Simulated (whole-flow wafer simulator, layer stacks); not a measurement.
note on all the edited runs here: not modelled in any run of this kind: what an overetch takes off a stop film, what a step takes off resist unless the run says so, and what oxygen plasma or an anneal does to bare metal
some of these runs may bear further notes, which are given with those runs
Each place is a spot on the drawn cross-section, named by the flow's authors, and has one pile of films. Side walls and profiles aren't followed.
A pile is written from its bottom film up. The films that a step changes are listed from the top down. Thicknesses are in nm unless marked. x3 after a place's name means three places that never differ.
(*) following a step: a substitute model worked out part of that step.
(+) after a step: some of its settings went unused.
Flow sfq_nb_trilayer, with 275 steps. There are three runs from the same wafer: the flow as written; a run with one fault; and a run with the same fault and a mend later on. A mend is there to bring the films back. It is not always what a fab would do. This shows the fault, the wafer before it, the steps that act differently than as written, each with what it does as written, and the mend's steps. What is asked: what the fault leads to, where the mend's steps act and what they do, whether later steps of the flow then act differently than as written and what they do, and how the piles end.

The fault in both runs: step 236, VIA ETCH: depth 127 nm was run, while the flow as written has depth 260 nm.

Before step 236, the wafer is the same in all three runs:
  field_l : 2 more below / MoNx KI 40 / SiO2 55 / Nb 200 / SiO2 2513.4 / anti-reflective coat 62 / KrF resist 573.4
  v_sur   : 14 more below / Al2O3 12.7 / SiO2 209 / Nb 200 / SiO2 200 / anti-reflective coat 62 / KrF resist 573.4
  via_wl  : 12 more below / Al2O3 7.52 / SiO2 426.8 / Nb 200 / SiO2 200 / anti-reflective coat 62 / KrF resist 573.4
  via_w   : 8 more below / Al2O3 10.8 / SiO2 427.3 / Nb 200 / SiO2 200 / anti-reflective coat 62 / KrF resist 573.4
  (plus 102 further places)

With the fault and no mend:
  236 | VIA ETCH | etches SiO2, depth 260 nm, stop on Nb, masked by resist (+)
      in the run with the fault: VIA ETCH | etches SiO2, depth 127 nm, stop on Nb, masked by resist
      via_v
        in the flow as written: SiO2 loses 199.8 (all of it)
        in the run with the fault: SiO2 loses 127
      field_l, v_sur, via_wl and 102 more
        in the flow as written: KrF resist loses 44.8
        in the run with the fault: KrF resist loses 21.9
  Steps further on in the flow that do not act as written (3 other steps are not shown; they differ only slightly, by no more than 2% or 0.5 nm, whichever is larger):
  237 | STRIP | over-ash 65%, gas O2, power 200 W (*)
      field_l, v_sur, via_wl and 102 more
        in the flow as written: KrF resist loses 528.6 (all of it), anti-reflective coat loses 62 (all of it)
        in the run with the fault: KrF resist loses 551.5 (all of it), anti-reflective coat loses 62 (all of it)
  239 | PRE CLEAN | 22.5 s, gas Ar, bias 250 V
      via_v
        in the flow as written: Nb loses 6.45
        in the run with the fault: SiO2 loses 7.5
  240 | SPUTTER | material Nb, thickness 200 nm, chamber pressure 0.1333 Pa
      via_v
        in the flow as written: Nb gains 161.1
        in the run with the fault: Nb gains 178.6 (new film)
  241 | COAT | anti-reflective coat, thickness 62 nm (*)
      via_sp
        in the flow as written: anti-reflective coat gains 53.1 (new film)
        in the run with the fault: anti-reflective coat gains 54.4 (new film)
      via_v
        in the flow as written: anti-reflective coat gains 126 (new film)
        in the run with the fault: anti-reflective coat gains 108.8 (new film)
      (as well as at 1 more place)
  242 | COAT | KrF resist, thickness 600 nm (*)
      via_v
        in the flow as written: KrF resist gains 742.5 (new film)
        in the run with the fault: KrF resist gains 682.3 (new film)
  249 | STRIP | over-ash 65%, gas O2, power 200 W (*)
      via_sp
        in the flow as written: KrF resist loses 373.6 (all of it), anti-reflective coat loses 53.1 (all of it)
        in the run with the fault: KrF resist loses 378.7 (all of it), anti-reflective coat loses 54.4 (all of it)
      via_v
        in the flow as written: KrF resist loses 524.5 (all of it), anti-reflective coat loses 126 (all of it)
        in the run with the fault: KrF resist loses 464.4 (all of it), anti-reflective coat loses 108.8 (all of it)
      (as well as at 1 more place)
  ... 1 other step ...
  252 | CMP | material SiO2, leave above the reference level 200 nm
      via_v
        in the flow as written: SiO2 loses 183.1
        in the run with the fault: SiO2 loses 157.1
  The piles end different from the flow's at via_v by more than 2% or 0.5 nm, whichever is larger.
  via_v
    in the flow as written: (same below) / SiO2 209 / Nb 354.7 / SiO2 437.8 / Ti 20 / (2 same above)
    in the run with the fault: (same below) / SiO2 209 / Nb 200 / SiO2 65.3 / Nb 178.6 / SiO2 348.5 / Ti 20 / (2 same above)

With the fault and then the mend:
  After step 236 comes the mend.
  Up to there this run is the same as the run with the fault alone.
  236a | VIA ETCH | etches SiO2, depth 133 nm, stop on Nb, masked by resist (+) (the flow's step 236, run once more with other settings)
      field_l, v_sur, via_wl and 102 more
        KrF resist loses 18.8
      via_v
        SiO2 loses 72.8 (all of it)
  Later steps of the flow that are run all act as written at every place that is followed, up to a difference of at most 2% or 0.5 nm, whichever is larger.
  By the end, the piles equal the flow's at every place that both follow.
